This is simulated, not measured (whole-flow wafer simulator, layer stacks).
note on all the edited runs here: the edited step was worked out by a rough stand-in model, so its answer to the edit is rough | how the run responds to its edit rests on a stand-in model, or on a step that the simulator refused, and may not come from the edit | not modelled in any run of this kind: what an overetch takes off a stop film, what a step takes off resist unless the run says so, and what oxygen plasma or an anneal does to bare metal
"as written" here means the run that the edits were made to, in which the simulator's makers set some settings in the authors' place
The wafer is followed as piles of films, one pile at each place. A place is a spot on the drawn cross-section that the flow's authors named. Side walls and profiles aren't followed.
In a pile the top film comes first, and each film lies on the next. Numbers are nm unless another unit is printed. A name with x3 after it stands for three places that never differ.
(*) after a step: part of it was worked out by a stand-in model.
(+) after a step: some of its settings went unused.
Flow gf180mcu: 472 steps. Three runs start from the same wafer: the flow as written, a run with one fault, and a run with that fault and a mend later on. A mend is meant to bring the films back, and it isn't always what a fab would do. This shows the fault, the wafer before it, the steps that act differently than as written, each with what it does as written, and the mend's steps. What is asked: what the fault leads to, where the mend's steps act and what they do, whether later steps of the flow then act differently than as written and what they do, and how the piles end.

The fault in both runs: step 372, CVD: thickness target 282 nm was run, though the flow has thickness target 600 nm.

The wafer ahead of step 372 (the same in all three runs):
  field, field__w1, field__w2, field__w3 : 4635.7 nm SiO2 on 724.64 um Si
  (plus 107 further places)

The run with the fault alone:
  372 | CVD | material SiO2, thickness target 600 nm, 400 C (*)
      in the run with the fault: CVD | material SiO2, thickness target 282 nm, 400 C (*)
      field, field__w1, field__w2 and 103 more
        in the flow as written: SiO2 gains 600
        in the run with the fault: SiO2 gains 282
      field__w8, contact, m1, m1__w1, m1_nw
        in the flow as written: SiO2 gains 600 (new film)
        in the run with the fault: SiO2 gains 282 (new film)
  Steps later in the flow that act otherwise than as written (not shown: 16 more steps that differ only slightly, by at most 2% or 0.5 nm, whichever is larger):
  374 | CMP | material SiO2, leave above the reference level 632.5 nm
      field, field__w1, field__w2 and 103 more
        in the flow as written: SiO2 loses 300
        in the run with the fault: nothing
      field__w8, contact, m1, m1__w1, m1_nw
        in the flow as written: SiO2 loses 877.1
        in the run with the fault: SiO2 loses 559.1
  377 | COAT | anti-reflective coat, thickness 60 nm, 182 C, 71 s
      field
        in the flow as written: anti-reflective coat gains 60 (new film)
        in the run with the fault: anti-reflective coat gains 67 (new film)
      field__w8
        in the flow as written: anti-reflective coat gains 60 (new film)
        in the run with the fault: anti-reflective coat gains 49.6 (new film)
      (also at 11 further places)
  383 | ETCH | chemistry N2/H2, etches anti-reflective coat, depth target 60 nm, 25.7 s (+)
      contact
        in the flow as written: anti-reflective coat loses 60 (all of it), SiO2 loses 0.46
        in the run with the fault: anti-reflective coat loses 49.5 (all of it), SiO2 loses 0.73
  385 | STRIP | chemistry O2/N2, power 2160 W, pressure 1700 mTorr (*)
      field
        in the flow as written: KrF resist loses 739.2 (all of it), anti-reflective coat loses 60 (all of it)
        in the run with the fault: KrF resist loses 735.5 (all of it), anti-reflective coat loses 67 (all of it)
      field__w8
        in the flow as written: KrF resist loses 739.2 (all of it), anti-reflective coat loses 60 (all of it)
        in the run with the fault: KrF resist loses 737.5 (all of it), anti-reflective coat loses 49.6 (all of it)
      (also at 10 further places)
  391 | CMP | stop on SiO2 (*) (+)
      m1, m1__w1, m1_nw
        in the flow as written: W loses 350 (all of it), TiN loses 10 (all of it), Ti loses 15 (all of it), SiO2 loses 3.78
        in the run with the fault: W loses 350 (all of it), TiN loses 10 (all of it), Ti loses 15 (all of it), SiO2 loses 4.63
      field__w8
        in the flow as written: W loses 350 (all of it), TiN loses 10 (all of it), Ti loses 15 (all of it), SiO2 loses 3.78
        in the run with the fault: W loses 350 (all of it), TiN loses 10 (all of it), Ti loses 15 (all of it), SiO2 loses 4.64
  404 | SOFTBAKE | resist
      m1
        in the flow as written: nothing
        in the run with the fault: resist loses 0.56
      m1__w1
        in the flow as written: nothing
        in the run with the fault: resist loses 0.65
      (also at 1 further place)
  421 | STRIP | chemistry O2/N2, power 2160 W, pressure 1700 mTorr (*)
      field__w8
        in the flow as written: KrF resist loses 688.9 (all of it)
        in the run with the fault: KrF resist loses 674.5 (all of it)
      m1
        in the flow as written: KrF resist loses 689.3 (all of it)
        in the run with the fault: KrF resist loses 674.9 (all of it)
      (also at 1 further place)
  At field__w8, contact, m1, m1__w1, m1_nw, the piles at the end differ from the flow's by more than 2% or 0.5 nm, whichever is larger.
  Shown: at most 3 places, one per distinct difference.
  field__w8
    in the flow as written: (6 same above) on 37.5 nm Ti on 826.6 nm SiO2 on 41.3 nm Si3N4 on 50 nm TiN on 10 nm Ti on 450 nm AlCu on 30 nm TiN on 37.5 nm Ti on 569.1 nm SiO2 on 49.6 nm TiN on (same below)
    in the run with the fault: (6 same above) on 37.5 nm Ti on 809.4 nm SiO2 on 41.3 nm Si3N4 on 50 nm TiN on 10 nm Ti on 450 nm AlCu on 30 nm TiN on 37.5 nm Ti on 568.3 nm SiO2 on 49.6 nm TiN on (same below)
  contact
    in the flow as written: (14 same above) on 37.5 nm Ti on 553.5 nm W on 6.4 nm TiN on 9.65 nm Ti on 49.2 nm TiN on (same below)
    in the run with the fault: (14 same above) on 37.5 nm Ti on 535.3 nm W on 6.47 nm TiN on 9.75 nm Ti on 49.2 nm TiN on (same below)

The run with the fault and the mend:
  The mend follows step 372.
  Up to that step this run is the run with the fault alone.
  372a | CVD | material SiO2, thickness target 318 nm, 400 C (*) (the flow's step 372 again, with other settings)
      field, field__w1, field__w2 and 108 more
        SiO2 gains 318
  None of the later steps of the flow acts differently than as written at any place that is followed.
  At every place that both follow, the piles at the end match the flow's.
